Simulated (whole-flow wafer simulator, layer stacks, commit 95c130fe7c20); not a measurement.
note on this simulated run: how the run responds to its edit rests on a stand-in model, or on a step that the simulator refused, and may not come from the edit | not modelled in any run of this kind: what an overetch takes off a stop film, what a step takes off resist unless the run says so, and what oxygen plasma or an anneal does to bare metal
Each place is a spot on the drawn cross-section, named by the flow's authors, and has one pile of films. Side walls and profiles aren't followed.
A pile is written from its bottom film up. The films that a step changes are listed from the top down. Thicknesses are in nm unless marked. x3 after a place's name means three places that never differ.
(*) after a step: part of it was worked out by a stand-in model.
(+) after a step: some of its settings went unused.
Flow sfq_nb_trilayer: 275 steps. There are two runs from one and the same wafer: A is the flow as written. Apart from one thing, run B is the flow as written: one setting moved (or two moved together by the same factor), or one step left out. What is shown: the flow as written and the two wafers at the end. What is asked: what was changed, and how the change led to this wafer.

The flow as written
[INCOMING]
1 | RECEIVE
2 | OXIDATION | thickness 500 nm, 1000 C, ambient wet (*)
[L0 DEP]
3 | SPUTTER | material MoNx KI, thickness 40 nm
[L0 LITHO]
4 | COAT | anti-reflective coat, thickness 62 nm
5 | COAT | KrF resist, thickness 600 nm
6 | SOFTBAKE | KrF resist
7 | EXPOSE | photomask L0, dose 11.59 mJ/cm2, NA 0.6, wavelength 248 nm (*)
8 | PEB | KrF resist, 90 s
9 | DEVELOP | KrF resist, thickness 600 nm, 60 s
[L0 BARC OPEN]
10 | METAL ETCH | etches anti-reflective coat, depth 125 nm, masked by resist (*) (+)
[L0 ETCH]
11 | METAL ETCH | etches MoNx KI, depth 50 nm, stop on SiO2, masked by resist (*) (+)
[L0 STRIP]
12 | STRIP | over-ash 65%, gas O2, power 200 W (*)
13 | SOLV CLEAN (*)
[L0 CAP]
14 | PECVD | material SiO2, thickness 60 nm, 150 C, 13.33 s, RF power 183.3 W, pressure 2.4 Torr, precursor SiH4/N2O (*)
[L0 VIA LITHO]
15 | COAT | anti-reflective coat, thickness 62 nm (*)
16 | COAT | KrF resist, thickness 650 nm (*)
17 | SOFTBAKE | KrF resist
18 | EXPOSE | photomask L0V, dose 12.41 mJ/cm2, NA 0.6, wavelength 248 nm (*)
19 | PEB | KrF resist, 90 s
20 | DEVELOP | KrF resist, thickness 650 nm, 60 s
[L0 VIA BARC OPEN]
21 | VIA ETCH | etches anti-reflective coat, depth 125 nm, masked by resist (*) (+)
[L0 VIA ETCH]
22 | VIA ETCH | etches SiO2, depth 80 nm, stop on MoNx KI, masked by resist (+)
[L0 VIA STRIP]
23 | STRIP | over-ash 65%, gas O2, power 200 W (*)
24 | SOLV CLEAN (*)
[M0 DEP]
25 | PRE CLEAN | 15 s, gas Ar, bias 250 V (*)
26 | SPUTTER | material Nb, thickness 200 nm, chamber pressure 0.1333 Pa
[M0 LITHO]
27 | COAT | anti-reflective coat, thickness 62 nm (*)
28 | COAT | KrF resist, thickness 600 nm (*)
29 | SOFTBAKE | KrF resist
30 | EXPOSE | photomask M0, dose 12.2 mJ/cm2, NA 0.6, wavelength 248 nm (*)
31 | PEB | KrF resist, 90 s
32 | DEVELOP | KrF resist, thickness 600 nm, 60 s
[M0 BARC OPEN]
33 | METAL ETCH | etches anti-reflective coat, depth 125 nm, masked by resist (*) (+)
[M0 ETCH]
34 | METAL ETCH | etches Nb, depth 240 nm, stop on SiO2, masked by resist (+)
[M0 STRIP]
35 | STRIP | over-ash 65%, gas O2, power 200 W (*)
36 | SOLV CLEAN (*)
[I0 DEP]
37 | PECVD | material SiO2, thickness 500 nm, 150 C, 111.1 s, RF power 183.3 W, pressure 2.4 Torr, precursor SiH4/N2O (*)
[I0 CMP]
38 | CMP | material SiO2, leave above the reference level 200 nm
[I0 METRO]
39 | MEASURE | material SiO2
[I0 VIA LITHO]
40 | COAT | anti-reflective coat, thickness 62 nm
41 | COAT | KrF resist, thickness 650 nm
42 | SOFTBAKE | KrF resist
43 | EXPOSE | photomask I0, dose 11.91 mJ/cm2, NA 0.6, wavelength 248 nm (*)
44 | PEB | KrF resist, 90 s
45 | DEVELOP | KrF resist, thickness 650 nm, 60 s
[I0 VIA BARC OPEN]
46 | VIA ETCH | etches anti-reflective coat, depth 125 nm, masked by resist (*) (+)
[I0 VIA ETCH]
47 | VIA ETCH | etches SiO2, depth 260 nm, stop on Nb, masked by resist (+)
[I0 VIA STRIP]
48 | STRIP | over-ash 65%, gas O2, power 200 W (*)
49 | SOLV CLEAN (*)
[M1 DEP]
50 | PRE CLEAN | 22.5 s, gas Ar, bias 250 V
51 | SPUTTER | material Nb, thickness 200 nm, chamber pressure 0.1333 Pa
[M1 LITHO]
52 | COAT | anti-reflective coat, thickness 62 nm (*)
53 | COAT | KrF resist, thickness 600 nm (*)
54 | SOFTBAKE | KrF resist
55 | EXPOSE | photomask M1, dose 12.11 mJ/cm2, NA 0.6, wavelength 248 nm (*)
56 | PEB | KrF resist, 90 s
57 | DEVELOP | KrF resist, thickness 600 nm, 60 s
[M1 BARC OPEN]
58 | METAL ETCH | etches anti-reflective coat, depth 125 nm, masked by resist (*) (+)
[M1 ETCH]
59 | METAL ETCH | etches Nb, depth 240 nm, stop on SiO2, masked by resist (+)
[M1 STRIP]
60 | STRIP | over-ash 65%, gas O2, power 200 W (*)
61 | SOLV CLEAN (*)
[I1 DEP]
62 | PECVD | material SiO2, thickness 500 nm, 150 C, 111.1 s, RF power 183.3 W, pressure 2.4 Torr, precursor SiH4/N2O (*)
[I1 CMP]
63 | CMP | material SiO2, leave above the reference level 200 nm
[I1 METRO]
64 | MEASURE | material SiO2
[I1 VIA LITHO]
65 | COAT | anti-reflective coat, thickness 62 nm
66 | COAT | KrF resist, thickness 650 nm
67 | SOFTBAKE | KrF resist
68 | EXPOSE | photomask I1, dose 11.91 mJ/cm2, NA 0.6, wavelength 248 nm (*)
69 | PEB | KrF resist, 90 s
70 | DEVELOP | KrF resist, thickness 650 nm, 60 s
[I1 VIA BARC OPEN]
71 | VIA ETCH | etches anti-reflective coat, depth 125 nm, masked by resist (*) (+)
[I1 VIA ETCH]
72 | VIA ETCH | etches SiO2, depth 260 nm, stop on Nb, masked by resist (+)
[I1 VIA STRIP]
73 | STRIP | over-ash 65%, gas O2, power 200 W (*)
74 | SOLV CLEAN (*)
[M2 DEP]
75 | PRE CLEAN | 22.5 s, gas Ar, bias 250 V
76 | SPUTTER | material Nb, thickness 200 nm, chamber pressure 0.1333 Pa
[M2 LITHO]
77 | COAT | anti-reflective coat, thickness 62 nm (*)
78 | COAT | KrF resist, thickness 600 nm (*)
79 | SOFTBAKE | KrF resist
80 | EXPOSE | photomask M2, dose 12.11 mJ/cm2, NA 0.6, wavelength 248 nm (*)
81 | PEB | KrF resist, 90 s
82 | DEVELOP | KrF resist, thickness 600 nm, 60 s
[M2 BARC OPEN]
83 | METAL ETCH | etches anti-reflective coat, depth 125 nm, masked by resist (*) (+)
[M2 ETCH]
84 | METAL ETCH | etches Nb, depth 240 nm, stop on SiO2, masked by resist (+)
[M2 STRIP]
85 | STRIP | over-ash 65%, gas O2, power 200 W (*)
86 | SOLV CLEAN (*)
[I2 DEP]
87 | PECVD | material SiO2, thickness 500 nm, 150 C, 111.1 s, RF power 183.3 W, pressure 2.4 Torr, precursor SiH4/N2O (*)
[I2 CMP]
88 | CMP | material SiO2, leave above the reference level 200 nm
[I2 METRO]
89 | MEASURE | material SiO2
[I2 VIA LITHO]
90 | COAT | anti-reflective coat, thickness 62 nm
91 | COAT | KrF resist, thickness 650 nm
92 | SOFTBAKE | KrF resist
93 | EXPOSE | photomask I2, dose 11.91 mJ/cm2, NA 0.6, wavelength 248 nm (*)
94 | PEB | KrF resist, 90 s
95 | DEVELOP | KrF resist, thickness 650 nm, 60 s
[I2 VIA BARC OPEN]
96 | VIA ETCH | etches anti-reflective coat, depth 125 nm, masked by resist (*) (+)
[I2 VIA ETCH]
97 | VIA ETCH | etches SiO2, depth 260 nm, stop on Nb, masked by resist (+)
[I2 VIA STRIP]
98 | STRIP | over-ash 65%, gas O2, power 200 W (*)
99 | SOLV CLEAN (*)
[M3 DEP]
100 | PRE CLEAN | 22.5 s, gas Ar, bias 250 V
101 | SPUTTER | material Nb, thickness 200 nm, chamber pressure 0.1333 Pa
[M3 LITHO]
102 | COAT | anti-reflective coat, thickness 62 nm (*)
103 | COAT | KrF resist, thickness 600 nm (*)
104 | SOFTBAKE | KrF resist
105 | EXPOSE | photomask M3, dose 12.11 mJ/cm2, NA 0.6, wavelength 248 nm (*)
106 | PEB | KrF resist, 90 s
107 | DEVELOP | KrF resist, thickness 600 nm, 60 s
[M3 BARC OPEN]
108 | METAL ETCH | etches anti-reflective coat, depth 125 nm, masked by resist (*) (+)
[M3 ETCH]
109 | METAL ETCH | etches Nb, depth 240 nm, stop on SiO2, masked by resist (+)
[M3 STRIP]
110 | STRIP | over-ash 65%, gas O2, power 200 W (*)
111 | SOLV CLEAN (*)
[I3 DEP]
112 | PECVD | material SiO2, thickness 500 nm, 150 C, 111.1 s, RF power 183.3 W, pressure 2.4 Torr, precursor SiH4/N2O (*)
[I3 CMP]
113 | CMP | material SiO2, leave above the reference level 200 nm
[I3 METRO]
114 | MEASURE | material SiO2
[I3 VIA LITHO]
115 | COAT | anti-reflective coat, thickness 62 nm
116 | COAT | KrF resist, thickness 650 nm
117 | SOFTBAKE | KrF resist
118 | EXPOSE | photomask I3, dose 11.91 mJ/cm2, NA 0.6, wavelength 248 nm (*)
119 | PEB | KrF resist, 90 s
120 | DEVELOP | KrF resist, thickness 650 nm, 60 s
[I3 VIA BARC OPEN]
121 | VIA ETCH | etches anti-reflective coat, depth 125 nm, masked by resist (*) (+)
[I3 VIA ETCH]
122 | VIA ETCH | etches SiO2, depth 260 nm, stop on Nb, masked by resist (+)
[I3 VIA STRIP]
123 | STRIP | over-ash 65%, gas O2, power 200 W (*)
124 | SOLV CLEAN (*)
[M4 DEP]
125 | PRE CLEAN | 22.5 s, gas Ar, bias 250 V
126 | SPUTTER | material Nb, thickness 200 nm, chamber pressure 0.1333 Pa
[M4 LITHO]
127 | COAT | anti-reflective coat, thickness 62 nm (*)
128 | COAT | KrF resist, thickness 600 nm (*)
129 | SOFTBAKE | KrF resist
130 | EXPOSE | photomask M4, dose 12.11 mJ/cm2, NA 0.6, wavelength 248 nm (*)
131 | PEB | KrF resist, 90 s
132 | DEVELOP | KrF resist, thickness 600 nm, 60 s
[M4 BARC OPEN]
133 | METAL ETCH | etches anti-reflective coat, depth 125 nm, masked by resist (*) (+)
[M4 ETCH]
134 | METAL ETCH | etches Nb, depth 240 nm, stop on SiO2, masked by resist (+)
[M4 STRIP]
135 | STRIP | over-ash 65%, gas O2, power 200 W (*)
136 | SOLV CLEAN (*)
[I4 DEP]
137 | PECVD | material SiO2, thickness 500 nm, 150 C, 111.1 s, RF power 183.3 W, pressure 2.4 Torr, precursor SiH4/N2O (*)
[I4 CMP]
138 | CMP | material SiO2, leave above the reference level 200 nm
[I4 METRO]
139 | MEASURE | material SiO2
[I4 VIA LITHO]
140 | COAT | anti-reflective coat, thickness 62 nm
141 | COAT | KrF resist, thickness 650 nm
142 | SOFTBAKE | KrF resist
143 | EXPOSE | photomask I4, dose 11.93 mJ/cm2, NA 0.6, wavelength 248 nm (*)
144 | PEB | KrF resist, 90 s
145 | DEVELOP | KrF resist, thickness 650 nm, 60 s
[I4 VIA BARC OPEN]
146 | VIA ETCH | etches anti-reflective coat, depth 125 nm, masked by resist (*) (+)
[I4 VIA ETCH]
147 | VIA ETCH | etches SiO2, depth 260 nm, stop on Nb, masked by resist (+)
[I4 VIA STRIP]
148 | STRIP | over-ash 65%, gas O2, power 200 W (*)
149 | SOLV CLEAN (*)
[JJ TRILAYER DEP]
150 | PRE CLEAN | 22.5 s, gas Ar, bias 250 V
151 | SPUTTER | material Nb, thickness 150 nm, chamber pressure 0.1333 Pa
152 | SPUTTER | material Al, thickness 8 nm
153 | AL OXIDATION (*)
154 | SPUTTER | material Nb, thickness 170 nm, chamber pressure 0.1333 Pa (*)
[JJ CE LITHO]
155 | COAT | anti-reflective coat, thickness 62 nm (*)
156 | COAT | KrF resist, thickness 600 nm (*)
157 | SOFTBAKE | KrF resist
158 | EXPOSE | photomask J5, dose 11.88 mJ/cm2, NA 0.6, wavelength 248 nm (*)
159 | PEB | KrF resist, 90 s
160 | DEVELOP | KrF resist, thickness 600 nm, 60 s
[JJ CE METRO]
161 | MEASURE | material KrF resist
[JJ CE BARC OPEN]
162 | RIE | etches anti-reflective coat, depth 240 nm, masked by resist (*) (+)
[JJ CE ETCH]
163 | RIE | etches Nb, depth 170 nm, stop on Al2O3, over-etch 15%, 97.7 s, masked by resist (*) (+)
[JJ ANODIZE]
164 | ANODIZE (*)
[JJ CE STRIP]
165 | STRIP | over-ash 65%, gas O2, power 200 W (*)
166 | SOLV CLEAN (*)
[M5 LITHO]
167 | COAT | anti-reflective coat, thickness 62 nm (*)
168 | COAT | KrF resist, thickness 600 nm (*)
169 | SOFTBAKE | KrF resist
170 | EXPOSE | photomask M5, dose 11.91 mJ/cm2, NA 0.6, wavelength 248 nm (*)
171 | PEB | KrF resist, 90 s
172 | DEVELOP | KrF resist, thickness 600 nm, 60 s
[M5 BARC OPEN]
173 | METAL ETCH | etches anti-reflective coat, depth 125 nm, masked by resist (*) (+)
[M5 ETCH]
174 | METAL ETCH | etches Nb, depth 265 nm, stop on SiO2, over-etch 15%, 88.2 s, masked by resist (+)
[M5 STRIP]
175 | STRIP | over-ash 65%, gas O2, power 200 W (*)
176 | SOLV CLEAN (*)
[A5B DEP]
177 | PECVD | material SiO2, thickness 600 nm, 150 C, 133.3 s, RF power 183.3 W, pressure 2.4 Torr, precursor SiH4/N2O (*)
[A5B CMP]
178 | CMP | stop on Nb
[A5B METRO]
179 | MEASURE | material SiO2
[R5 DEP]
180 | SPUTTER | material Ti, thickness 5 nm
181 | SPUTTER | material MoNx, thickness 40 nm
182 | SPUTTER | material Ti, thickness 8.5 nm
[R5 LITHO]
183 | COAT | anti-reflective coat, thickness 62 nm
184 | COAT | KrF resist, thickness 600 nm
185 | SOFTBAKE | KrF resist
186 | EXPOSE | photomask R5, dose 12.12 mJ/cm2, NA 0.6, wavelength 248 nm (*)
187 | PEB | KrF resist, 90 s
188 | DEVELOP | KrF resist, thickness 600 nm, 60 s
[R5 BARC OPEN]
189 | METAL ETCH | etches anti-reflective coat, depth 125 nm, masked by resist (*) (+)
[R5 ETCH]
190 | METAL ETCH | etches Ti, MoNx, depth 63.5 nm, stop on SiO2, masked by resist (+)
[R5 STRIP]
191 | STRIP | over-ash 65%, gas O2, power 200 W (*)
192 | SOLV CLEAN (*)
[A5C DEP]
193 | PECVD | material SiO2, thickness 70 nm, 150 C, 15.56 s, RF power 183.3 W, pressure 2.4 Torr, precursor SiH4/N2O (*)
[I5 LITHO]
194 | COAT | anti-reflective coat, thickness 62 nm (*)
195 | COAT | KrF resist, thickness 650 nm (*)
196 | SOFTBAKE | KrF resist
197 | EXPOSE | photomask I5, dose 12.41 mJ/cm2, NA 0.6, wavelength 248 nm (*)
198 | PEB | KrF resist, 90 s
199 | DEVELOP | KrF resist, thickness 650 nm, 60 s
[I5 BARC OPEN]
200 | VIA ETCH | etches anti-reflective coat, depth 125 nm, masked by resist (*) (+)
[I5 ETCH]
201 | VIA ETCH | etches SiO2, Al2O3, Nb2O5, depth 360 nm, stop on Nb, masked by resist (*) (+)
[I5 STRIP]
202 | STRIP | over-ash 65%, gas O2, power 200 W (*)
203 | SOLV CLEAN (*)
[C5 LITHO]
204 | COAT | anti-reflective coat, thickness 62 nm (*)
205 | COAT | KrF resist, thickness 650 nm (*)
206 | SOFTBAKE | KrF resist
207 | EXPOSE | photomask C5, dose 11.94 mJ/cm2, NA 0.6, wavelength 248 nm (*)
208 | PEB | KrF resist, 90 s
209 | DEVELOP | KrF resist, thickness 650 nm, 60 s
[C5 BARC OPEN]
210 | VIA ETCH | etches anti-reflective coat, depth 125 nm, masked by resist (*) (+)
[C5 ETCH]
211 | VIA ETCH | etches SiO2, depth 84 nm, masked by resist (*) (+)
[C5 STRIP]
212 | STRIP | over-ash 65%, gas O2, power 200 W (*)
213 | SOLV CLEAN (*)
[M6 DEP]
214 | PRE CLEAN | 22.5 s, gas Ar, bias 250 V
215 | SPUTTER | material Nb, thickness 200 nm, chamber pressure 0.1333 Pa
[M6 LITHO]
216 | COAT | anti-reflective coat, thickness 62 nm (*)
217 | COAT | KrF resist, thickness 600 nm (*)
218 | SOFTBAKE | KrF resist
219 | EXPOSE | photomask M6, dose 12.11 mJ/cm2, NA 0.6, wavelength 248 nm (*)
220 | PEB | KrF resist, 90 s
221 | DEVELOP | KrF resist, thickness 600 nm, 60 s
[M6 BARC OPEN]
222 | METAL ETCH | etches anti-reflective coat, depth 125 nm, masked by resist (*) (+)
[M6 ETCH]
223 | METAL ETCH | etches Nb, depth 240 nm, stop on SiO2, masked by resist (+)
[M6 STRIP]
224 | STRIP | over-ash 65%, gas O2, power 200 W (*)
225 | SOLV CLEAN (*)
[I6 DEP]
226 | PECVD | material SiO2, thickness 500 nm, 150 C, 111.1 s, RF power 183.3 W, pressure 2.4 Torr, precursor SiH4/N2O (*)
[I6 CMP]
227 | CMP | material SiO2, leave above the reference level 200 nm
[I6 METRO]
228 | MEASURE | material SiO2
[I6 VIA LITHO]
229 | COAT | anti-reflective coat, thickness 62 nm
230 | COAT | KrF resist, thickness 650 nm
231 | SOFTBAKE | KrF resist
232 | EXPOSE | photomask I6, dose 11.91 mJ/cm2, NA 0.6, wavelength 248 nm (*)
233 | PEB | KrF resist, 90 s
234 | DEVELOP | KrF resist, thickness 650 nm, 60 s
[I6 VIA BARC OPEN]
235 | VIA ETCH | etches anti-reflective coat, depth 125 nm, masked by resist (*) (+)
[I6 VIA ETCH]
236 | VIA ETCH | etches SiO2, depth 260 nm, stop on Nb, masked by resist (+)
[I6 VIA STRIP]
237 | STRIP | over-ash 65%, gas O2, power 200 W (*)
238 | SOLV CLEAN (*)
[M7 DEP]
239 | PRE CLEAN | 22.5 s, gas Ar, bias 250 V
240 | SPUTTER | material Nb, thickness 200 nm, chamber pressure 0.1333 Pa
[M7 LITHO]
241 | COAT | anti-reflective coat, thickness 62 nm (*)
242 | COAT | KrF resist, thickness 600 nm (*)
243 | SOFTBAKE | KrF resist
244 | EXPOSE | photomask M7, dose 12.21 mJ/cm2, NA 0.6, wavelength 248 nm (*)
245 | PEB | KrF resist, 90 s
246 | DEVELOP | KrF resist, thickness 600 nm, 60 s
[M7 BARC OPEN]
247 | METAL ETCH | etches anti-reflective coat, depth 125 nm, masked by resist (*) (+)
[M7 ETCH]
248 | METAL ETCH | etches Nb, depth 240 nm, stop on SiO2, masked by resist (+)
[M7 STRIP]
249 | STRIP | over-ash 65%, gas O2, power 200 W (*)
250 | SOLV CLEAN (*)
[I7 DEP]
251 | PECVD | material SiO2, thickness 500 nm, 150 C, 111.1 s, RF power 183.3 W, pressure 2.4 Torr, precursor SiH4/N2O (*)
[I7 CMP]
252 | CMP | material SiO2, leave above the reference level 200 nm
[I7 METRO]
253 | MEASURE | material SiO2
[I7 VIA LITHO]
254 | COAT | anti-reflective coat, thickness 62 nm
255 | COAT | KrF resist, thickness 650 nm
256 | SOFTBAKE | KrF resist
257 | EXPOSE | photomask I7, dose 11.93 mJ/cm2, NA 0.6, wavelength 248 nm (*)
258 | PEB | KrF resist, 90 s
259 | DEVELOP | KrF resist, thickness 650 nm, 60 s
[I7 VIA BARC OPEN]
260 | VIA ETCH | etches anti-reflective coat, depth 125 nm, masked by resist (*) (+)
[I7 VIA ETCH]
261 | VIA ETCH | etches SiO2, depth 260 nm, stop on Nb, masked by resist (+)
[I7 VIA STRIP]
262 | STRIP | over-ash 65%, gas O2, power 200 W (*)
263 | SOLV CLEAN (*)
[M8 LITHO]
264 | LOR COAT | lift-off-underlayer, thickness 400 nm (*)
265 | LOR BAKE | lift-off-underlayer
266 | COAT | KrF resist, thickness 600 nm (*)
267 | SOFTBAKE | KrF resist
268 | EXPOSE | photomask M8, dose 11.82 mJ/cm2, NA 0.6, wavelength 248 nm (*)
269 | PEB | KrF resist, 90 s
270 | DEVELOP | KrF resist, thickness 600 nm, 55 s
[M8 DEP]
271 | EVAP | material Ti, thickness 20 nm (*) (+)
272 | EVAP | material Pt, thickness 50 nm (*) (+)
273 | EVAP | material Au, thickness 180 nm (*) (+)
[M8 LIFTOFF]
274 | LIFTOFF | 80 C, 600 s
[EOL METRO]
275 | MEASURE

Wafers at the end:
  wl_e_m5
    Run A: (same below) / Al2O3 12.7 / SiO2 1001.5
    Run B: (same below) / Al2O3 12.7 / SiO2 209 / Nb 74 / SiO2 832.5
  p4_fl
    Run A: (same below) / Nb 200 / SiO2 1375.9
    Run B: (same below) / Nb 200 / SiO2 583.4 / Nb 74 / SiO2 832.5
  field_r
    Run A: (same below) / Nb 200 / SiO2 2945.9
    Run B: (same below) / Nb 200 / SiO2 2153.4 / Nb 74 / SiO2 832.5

The reason: step 215, SPUTTER: thickness 314 nm was run, while the flow as written has thickness 200 nm.

How this came from the change, step by step:
  215 | SPUTTER | material Nb, thickness 200 nm, chamber pressure 0.1333 Pa
      field_l, v_sur, via_wl and 100 more: A Nb gains 200 (new film) | B Nb gains 314 (new film)
      be: A Nb gains 147.3 | B Nb gains 229.4
      (also at 2 further places)
  216 | COAT | anti-reflective coat, thickness 62 nm (*)
      be: A anti-reflective coat gains 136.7 (new film) | B anti-reflective coat gains 148.7 (new film)
      be_sur: A anti-reflective coat gains 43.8 (new film) | B anti-reflective coat gains 44.7 (new film)
      (also at 1 further place)
  217 | COAT | KrF resist, thickness 600 nm (*)
      be: A KrF resist gains 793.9 (new film) | B KrF resist gains 811.1 (new film)
  223 | METAL ETCH | etches Nb, depth 240 nm, stop on SiO2, masked by resist (+)
      field_l, gap, moat and 76 more: A Nb loses 200 (all of it) | B Nb loses 240
  224 | STRIP | over-ash 65%, gas O2, power 200 W (*)
      be: A KrF resist loses 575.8 (all of it), anti-reflective coat loses 136.7 (all of it) | B KrF resist loses 592.9 (all of it), anti-reflective coat loses 148.7 (all of it)
      be_sur: A KrF resist loses 371.2 (all of it), anti-reflective coat loses 43.8 (all of it) | B KrF resist loses 368.7 (all of it), anti-reflective coat loses 44.7 (all of it)
      (also at 1 further place)
  226 | PECVD | material SiO2, thickness 500 nm, 150 C, 111.1 s, RF power 183.3 W, pressure 2.4 Torr, precursor SiH4/N2O (*)
      field_l, p4_fl, p4_fm and 62 more: A SiO2 gains 500 | B SiO2 gains 500 (new film)
      moat, field_r, lsp_l, ln_m5, lsp_m: A SiO2 gains 493.6 | B SiO2 gains 492.3 (new film)
      (also at 10 further places)
  227 | CMP | material SiO2, leave above the reference level 200 nm
      field_l, p4_fl, p4_fm and 59 more: A SiO2 loses 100 | B SiO2 loses 60
      moat, field_r, lsp_l, ln_m5, lsp_m: A SiO2 loses 93.6 | B SiO2 loses 52.3
      (also at 9 further places)
If metal films that touch count as one body, wl_e_m5 has 7 bodies (between them, from the top down: SiO2 209 / Al2O3 12.7 / Nb2O5 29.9; SiO2 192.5; SiO2 192.5; SiO2 192.5; SiO2 192.5; SiO2 192.5); the flow as written gives 6 bodies (between them, from the top down: SiO2 192.5; SiO2 192.5; SiO2 192.5; SiO2 192.5; SiO2 192.5).
If metal films that touch count as one body, p4_fl has 3 bodies (between them, from the top down: SiO2 583.4; SiO2 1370); the flow as written gives 2 bodies (between them, from the top down: SiO2 1370).
If metal films that touch count as one body, field_r has 2 bodies (between them, from the top down: SiO2 2153.4); the flow as written gives 1 body.
